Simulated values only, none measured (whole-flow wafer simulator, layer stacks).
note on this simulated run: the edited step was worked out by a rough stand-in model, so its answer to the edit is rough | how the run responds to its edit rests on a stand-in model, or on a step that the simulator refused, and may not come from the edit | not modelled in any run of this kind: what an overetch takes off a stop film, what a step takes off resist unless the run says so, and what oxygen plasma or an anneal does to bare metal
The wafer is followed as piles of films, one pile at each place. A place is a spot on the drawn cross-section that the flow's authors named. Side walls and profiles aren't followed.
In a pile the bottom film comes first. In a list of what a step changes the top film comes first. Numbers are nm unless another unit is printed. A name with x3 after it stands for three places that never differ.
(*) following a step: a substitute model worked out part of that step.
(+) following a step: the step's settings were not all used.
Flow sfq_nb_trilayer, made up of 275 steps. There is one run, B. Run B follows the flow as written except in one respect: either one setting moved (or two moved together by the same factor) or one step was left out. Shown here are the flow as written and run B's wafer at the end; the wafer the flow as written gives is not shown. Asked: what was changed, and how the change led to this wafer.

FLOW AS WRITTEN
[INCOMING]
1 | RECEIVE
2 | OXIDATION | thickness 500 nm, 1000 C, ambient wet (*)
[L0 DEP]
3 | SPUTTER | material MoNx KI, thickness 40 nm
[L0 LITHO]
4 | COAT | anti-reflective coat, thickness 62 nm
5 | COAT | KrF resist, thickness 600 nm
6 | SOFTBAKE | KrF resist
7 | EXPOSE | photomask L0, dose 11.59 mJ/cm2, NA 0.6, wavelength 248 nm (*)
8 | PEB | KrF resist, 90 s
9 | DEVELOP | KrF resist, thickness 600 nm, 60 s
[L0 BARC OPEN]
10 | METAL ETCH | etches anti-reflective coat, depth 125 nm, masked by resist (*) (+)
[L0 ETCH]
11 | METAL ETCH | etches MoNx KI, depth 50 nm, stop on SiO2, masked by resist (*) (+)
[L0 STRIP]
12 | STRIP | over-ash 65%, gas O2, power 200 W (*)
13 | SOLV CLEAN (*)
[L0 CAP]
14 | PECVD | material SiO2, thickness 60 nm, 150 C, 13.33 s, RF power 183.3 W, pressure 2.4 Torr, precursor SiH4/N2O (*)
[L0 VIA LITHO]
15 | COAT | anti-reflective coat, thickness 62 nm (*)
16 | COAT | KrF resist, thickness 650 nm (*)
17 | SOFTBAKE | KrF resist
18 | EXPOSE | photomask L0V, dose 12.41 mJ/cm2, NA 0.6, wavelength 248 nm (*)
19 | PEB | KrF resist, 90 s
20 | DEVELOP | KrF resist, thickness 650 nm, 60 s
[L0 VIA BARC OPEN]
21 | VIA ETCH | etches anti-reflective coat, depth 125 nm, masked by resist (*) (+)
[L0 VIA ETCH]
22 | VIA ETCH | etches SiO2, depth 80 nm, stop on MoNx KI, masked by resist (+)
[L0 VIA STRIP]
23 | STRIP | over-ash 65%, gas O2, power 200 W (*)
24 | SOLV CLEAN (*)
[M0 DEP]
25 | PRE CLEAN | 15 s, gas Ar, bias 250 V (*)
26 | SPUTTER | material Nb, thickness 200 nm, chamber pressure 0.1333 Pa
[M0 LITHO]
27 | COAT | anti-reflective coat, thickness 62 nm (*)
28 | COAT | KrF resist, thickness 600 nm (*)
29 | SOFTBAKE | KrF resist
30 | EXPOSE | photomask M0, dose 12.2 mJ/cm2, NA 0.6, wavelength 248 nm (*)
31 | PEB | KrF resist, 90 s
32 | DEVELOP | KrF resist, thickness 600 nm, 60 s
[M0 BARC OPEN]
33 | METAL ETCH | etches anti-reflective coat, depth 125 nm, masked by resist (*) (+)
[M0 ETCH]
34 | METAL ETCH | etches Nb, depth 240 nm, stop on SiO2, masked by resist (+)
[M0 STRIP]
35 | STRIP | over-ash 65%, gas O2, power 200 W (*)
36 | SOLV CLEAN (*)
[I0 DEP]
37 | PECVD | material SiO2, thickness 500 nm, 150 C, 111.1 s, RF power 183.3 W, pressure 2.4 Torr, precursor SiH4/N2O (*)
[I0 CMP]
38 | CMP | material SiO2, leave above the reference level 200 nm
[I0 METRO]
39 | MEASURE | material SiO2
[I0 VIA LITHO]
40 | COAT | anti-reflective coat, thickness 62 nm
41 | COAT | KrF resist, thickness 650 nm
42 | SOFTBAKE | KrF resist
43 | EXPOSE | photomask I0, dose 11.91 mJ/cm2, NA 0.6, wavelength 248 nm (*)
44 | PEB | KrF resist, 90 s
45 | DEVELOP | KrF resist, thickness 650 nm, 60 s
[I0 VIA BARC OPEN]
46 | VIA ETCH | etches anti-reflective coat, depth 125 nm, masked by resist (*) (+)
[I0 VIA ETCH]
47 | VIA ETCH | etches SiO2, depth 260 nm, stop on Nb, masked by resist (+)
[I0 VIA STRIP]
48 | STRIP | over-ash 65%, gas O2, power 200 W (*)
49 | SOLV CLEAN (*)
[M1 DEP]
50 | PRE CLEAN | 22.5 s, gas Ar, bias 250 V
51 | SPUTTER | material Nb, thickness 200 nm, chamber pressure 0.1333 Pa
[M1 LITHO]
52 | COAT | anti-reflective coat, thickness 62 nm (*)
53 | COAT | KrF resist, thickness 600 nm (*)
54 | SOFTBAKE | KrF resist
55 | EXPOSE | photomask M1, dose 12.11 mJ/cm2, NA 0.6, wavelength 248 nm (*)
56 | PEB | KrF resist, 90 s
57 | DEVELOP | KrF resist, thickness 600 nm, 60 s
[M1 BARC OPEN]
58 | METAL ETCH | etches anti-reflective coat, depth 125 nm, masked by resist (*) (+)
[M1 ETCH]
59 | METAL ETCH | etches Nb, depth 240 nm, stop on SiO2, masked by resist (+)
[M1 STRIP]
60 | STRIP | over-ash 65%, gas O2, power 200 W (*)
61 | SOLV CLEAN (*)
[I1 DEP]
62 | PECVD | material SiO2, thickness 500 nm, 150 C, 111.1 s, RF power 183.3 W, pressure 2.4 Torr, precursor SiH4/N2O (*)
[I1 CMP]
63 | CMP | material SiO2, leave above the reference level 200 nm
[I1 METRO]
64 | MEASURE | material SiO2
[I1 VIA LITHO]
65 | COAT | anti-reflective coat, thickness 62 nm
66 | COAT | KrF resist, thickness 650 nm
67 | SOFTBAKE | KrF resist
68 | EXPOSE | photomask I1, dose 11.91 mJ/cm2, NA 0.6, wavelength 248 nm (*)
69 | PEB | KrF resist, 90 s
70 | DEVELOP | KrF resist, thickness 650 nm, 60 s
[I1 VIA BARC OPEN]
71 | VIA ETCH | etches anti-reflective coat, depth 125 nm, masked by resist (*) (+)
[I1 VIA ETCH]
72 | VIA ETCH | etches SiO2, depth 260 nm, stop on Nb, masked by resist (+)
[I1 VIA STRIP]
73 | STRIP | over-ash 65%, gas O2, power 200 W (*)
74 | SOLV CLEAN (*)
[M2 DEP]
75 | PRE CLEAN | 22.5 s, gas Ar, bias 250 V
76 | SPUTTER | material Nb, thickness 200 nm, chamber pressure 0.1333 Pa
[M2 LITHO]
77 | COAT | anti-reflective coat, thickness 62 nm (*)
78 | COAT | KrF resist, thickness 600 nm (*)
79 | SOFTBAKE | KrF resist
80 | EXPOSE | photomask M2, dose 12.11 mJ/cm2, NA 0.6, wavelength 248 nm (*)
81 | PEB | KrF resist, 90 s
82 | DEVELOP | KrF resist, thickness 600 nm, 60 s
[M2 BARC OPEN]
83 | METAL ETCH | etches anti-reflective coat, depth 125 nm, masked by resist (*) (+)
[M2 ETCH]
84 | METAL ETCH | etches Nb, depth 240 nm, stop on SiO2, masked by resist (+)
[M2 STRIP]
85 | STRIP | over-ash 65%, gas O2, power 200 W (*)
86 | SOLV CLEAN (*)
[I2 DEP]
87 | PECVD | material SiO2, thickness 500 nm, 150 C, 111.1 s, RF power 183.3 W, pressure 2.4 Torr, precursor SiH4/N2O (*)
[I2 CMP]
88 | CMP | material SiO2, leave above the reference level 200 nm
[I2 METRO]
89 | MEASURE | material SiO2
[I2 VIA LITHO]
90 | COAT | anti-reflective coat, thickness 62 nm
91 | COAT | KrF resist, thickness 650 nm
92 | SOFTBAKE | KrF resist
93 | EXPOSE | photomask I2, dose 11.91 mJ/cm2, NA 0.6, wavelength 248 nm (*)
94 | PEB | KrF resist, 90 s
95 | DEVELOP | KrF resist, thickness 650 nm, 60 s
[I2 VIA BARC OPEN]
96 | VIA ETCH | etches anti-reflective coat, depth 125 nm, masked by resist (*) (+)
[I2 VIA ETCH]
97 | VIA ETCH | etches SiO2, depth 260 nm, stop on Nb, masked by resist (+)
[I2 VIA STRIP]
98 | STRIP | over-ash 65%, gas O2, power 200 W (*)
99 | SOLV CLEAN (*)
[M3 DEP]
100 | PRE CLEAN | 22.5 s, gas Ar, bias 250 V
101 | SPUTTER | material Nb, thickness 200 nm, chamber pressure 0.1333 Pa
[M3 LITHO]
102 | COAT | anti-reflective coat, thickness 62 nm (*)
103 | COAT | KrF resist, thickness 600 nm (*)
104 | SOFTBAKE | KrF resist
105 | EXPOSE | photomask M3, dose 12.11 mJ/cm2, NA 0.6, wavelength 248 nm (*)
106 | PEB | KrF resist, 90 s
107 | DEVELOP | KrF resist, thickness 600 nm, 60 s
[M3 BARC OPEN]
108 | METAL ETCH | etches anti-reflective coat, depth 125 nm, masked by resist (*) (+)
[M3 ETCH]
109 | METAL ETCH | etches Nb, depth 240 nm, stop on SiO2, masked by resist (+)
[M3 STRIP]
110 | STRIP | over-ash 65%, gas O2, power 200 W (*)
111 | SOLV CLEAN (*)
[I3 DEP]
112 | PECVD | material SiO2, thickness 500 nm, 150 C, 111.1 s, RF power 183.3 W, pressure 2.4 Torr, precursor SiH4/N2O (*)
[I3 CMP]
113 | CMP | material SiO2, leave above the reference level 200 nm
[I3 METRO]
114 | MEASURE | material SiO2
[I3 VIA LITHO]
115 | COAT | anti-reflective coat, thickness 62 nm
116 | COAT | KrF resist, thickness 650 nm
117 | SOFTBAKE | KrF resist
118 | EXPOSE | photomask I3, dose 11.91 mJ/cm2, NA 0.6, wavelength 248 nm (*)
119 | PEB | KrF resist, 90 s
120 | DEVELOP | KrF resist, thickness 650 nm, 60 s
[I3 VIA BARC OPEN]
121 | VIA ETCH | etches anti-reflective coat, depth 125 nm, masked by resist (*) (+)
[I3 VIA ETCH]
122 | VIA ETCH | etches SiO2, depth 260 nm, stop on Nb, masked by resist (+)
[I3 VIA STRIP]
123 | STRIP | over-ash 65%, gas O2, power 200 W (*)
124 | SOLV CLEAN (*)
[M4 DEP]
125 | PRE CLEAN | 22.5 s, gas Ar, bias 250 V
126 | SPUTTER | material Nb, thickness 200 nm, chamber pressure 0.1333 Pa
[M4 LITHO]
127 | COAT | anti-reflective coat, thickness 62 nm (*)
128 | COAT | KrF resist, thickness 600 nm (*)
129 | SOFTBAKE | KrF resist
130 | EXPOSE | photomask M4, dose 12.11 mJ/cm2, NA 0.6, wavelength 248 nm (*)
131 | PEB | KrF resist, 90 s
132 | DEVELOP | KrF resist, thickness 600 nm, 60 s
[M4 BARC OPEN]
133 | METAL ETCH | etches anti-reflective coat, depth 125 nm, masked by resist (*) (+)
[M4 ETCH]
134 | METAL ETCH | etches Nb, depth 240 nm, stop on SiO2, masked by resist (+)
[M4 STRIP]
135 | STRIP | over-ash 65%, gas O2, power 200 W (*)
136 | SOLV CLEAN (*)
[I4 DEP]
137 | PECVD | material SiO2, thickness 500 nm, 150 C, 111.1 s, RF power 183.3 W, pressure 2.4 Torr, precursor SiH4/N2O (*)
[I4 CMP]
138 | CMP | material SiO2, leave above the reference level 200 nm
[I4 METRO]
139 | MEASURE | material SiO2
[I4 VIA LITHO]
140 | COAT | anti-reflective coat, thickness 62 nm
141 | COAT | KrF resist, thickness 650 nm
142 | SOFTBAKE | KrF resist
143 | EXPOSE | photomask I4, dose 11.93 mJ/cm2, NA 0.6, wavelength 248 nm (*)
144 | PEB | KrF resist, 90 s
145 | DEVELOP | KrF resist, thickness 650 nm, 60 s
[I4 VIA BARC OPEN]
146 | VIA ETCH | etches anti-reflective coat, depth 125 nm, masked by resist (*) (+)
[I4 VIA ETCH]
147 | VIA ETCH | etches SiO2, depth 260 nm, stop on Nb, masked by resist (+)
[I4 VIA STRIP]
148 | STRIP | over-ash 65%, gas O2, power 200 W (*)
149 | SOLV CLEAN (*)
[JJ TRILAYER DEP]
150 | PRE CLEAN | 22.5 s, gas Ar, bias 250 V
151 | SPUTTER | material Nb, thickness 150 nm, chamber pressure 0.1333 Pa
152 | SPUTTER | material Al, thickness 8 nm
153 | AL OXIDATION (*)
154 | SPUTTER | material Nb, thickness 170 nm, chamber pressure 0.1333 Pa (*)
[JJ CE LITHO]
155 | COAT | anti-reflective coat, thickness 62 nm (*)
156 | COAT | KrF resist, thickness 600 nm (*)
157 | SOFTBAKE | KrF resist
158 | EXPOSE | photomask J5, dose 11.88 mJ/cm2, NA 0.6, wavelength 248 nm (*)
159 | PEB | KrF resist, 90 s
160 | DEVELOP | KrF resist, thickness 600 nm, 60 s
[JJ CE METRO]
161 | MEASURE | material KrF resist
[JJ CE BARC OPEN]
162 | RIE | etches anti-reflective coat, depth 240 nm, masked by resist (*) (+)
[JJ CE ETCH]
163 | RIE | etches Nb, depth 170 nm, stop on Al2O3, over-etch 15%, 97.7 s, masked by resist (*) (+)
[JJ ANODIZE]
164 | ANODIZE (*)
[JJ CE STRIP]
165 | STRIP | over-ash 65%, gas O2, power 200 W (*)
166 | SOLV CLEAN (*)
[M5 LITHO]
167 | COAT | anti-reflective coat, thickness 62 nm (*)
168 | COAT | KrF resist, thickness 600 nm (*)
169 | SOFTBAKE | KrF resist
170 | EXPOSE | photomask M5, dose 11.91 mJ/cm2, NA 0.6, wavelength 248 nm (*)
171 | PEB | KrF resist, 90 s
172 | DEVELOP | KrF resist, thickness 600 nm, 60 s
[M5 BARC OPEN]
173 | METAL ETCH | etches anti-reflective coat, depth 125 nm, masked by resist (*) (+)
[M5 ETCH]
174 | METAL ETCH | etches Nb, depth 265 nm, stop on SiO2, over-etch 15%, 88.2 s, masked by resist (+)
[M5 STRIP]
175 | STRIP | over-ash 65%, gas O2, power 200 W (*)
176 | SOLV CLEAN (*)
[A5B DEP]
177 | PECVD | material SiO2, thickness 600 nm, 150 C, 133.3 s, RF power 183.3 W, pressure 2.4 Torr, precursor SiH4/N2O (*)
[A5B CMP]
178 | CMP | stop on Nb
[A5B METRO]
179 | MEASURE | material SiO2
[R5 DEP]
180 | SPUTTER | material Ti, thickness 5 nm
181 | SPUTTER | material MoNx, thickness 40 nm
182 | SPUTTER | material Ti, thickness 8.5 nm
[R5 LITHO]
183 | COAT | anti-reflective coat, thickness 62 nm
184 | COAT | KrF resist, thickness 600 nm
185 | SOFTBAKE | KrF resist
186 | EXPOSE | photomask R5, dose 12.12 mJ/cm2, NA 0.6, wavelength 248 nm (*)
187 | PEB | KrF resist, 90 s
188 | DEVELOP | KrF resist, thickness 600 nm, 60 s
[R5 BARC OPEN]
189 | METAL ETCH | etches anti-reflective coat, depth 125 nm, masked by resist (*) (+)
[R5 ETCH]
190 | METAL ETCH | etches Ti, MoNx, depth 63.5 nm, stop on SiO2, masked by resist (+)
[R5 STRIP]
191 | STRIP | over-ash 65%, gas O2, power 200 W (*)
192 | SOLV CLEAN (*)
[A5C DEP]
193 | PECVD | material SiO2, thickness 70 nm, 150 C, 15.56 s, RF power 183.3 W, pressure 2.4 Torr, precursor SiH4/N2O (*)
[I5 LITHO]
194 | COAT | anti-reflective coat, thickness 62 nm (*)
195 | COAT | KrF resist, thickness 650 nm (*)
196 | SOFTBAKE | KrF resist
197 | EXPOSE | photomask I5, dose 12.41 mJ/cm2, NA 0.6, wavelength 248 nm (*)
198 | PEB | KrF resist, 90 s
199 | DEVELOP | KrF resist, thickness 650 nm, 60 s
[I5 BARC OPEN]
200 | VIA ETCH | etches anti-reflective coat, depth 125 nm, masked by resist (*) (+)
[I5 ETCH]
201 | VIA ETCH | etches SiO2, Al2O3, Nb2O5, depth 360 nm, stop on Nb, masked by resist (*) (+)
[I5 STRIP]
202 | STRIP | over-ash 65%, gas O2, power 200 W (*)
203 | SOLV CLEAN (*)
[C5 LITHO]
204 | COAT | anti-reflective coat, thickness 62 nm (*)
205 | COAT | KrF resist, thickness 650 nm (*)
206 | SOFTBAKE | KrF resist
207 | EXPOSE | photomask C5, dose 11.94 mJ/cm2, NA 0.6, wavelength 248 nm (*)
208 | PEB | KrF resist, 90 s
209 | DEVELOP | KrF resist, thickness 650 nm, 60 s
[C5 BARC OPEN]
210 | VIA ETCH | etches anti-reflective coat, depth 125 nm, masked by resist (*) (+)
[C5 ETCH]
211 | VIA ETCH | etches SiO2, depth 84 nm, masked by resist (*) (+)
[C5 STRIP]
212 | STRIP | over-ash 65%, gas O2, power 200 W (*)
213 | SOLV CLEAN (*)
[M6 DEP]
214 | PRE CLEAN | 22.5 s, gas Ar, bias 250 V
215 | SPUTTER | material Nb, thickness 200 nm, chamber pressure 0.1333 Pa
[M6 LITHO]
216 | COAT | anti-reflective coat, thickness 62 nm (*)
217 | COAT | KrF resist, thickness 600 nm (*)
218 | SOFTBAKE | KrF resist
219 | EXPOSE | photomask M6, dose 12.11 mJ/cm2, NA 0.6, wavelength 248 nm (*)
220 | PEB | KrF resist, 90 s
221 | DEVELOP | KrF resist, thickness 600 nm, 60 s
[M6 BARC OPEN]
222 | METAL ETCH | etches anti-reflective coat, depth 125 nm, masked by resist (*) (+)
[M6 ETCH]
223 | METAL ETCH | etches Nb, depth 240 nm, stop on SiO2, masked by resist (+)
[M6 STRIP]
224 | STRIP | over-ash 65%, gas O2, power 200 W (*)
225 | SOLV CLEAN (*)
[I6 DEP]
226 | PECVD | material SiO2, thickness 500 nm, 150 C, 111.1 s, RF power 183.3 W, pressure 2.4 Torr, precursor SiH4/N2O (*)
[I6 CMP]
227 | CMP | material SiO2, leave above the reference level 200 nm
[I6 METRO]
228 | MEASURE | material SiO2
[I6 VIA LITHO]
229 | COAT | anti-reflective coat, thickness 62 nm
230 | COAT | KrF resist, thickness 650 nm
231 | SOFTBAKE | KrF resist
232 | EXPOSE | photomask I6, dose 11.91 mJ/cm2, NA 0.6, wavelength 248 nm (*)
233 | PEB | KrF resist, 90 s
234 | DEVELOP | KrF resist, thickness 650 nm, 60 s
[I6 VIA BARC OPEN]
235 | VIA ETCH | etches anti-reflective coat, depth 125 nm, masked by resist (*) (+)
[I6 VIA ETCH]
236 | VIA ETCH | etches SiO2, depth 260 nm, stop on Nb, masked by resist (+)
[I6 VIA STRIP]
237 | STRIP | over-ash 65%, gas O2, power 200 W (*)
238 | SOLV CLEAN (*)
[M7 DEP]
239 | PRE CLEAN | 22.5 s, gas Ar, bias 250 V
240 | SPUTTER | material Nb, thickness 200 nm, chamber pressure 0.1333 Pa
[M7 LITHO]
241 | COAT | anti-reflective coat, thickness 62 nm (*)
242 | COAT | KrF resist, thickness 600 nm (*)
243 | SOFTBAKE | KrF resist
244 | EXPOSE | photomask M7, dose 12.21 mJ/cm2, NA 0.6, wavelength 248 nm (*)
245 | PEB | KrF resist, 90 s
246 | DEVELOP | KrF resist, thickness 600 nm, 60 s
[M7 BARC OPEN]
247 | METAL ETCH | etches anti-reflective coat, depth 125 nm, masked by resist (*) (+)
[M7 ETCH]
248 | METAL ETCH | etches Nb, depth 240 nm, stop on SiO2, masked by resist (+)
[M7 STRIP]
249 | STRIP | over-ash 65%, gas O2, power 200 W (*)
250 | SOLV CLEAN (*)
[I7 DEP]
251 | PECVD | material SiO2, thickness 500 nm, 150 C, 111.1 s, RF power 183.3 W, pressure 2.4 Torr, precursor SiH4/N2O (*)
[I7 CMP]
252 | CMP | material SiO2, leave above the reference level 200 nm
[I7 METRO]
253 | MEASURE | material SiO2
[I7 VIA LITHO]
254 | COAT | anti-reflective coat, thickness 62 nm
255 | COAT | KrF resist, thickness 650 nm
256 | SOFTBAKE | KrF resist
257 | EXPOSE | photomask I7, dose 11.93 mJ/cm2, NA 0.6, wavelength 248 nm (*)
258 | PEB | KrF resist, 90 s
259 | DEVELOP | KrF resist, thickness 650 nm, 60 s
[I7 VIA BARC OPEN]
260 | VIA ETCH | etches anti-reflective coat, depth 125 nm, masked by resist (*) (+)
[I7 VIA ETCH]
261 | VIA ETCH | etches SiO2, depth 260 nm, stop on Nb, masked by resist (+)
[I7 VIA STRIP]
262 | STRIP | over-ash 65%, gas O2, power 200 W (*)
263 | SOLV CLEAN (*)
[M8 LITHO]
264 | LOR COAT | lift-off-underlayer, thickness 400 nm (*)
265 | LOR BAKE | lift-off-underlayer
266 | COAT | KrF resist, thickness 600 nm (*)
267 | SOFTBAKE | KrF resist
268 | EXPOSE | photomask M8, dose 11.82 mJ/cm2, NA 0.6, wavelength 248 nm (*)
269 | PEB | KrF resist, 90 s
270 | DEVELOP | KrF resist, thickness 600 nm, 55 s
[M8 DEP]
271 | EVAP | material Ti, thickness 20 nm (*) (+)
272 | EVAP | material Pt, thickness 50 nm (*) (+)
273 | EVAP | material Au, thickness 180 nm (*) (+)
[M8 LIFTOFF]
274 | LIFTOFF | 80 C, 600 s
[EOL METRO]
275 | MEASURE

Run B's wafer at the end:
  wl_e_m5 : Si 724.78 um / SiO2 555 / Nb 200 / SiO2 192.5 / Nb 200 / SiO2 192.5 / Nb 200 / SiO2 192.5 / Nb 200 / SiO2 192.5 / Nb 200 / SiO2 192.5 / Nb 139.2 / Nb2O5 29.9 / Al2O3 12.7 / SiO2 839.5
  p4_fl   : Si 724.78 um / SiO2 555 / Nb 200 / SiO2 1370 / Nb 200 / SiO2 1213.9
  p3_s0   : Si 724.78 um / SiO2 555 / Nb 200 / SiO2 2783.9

The reason: step 251, PECVD: thickness 238 nm was run, while the flow as written has thickness 500 nm; step 251, PECVD: 52.78 s was run, where the flow has 111.1 s.

Step by step, how the change led to this:
  251 | PECVD | material SiO2, thickness 500 nm, 150 C, 111.1 s, RF power 183.3 W, pressure 2.4 Torr, precursor SiH4/N2O (*)
      field_l, p4_fl, p4_fm and 56 more: SiO2 gains 238 (it would be, as written: SiO2 gains 500)
      v_sur, via_wl, via_w and 37 more: SiO2 gains 238 (new film) (it would be, as written: SiO2 gains 500 (new film))
      (also at 7 further places)
  252 | CMP | material SiO2, leave above the reference level 200 nm
      field_l, p4_fl, p4_fm and 56 more: nothing (it would be, as written: SiO2 loses 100)
      field_r, lsp_l: nothing (it would be, as written: SiO2 loses 77.7)
      (also at 45 further places)
  254 | COAT | anti-reflective coat, thickness 62 nm
      jj_sur, ce_l, c5j, be_r: anti-reflective coat gains 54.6 (new film) (it would be, as written: anti-reflective coat gains 62 (new film))
      p3_l2, p3_s2, p3_s5, p3_l6: anti-reflective coat gains 64 (new film) (it would be, as written: anti-reflective coat gains 62 (new film))
      (also at 86 further places)
  255 | COAT | KrF resist, thickness 650 nm
      ce_l, c5j, ce_r: KrF resist gains 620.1 (new film) (it would be, as written: KrF resist gains 650 (new film))
      p3_s0, m5r_line_l, m5r_line_r: KrF resist gains 668 (new film) (it would be, as written: KrF resist gains 650 (new film))
      (also at 79 further places)
  259 | DEVELOP | KrF resist, thickness 650 nm, 60 s
      via_wl: KrF resist loses 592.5 (all of it) (it would be, as written: KrF resist loses 648.6 (all of it))
      via_w: KrF resist loses 601.4 (all of it) (it would be, as written: KrF resist loses 648.6 (all of it))
      (also at 1 further place)
  260 | VIA ETCH | etches anti-reflective coat, depth 125 nm, masked by resist (*) (+)
      field_l, v_sur, via_sp and 100 more: KrF resist loses 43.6 (it would be, as written: KrF resist loses 51.7)
      via_wl: anti-reflective coat loses 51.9 (all of it), SiO2 loses 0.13 (it would be, as written: anti-reflective coat loses 62 (all of it), SiO2 loses 0.16)
      (also at 2 further places)
  262 | STRIP | over-ash 65%, gas O2, power 200 W (*)
      p3_s3, p3_l4, p3_s4: KrF resist loses 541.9 (all of it), anti-reflective coat loses 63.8 (all of it) (it would be, as written: KrF resist loses 528.6 (all of it), anti-reflective coat loses 62 (all of it))
      p3_l3, p3_l5: KrF resist loses 542.1 (all of it), anti-reflective coat loses 63.9 (all of it) (it would be, as written: KrF resist loses 528.6 (all of it), anti-reflective coat loses 62 (all of it))
      (also at 93 further places)
  264 | LOR COAT | lift-off-underlayer, thickness 400 nm (*)
      wl_j_sl, wl_jj: lift-off-underlayer gains 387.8 (new film) (it would be, as written: lift-off-underlayer gains 400 (new film))
      wl_d_m1, wl_d_sr: lift-off-underlayer gains 425.7 (new film) (it would be, as written: lift-off-underlayer gains 400 (new film))
      (also at 86 further places)
  266 | COAT | KrF resist, thickness 600 nm (*)
      c5j, ce_r: KrF resist gains 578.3 (new film) (it would be, as written: KrF resist gains 597.1 (new film))
      wl_j_sl, wl_jj: KrF resist gains 587.1 (new film) (it would be, as written: KrF resist gains 600 (new film))
      (also at 56 further places)
  270 | DEVELOP | KrF resist, thickness 600 nm, 55 s
      field_l: KrF resist loses 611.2 (all of it), lift-off-underlayer loses 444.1 (all of it) (it would be, as written: KrF resist loses 593.7 (all of it), lift-off-underlayer loses 388.2 (all of it))
      v_sur: KrF resist loses 589.1 (all of it), lift-off-underlayer loses 310 (all of it) (it would be, as written: KrF resist loses 607.3 (all of it), lift-off-underlayer loses 369.4 (all of it))
      (also at 9 further places)
  274 | LIFTOFF | 80 C, 600 s
      wl_j_sl, wl_jj: Au loses 180 (all of it), Pt loses 50 (all of it), Ti loses 20 (all of it), KrF resist loses 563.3 (all of it), lift-off-underlayer loses 387.8 (all of it) (it would be, as written: Au loses 180 (all of it), Pt loses 50 (all of it), Ti loses 20 (all of it), KrF resist loses 576.2 (all of it), lift-off-underlayer loses 400 (all of it))
      m0r_line_l, m6r_line_l: Au loses 180 (all of it), Pt loses 50 (all of it), Ti loses 20 (all of it), KrF resist loses 591.9 (all of it), lift-off-underlayer loses 435.8 (all of it) (it would be, as written: Au loses 180 (all of it), Pt loses 50 (all of it), Ti loses 20 (all of it), KrF resist loses 576.2 (all of it), lift-off-underlayer loses 400 (all of it))
      (also at 75 further places)
